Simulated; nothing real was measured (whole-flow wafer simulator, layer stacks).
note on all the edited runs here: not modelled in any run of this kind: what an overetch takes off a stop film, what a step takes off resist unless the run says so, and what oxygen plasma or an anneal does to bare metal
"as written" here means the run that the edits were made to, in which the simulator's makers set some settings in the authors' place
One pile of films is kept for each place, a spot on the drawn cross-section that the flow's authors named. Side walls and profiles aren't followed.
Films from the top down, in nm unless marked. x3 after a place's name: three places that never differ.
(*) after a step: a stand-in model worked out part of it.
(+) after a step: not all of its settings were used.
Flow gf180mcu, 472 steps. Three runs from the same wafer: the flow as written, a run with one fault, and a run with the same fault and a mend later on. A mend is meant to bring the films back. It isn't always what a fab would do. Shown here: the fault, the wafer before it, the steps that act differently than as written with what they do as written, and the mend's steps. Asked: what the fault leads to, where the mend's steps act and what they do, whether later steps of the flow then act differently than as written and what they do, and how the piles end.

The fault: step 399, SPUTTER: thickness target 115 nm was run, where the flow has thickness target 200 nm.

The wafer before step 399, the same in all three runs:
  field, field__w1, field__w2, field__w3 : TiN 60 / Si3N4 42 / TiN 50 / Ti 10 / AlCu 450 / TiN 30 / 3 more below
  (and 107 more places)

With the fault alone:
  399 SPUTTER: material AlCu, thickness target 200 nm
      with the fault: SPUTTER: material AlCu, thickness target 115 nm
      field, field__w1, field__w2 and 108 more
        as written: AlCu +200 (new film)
        with the fault: AlCu +115 (new film)
  Later steps of the flow that act differently than as written (3 more steps differ only slightly, by at most 2% or 0.5 nm, whichever is larger, and aren't shown):
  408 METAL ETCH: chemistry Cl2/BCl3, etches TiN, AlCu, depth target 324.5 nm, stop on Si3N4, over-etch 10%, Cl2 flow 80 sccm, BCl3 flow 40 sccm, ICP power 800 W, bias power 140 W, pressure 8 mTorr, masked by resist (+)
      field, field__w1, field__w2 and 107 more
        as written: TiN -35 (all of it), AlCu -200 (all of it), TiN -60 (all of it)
        with the fault: TiN -35 (all of it), AlCu -115 (all of it), TiN -60 (all of it)
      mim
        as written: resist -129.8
        with the fault: resist -92.4
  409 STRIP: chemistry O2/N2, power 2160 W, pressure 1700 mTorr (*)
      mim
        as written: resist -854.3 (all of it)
        with the fault: resist -891.7 (all of it)
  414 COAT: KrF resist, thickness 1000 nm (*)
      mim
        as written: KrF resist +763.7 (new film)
        with the fault: KrF resist +829.4 (new film)
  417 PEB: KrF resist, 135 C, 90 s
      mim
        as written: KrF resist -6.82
        with the fault: KrF resist -7.86
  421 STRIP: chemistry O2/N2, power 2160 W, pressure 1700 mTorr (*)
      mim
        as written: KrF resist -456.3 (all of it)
        with the fault: KrF resist -521 (all of it)
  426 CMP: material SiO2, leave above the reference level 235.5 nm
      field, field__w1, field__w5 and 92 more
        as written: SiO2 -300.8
        with the fault: SiO2 -385.8
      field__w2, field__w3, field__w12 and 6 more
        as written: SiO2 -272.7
        with the fault: SiO2 -357.7
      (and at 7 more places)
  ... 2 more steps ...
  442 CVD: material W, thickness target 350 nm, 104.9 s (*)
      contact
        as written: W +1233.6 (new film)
        with the fault: W +1147.9 (new film)
  At the end the piles differ from the flow's by more than 2% or 0.5 nm, whichever is larger, at field__w4, field__w8, contact, m1, m1__w1, mim, mim_1p0, m1_nw.
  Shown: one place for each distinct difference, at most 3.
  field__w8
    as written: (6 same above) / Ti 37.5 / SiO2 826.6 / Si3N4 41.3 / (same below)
    with the fault: (6 same above) / Ti 37.5 / SiO2 741.6 / Si3N4 41.3 / (same below)
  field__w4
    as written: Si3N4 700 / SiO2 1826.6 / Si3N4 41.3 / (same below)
    with the fault: Si3N4 700 / SiO2 1741.6 / Si3N4 41.3 / (same below)
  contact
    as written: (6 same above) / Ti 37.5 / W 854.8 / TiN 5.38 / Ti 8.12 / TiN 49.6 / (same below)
    with the fault: (6 same above) / Ti 37.5 / W 769.1 / TiN 5.65 / Ti 8.53 / TiN 49.6 / (same below)

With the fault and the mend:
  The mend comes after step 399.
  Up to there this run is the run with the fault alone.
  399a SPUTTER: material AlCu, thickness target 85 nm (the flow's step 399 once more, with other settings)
      field, field__w1, field__w2 and 108 more
        AlCu +85
  No later step of the flow acts differently than as written at any place that is followed.
  At the end the piles are the same as the flow's at every place that both follow.
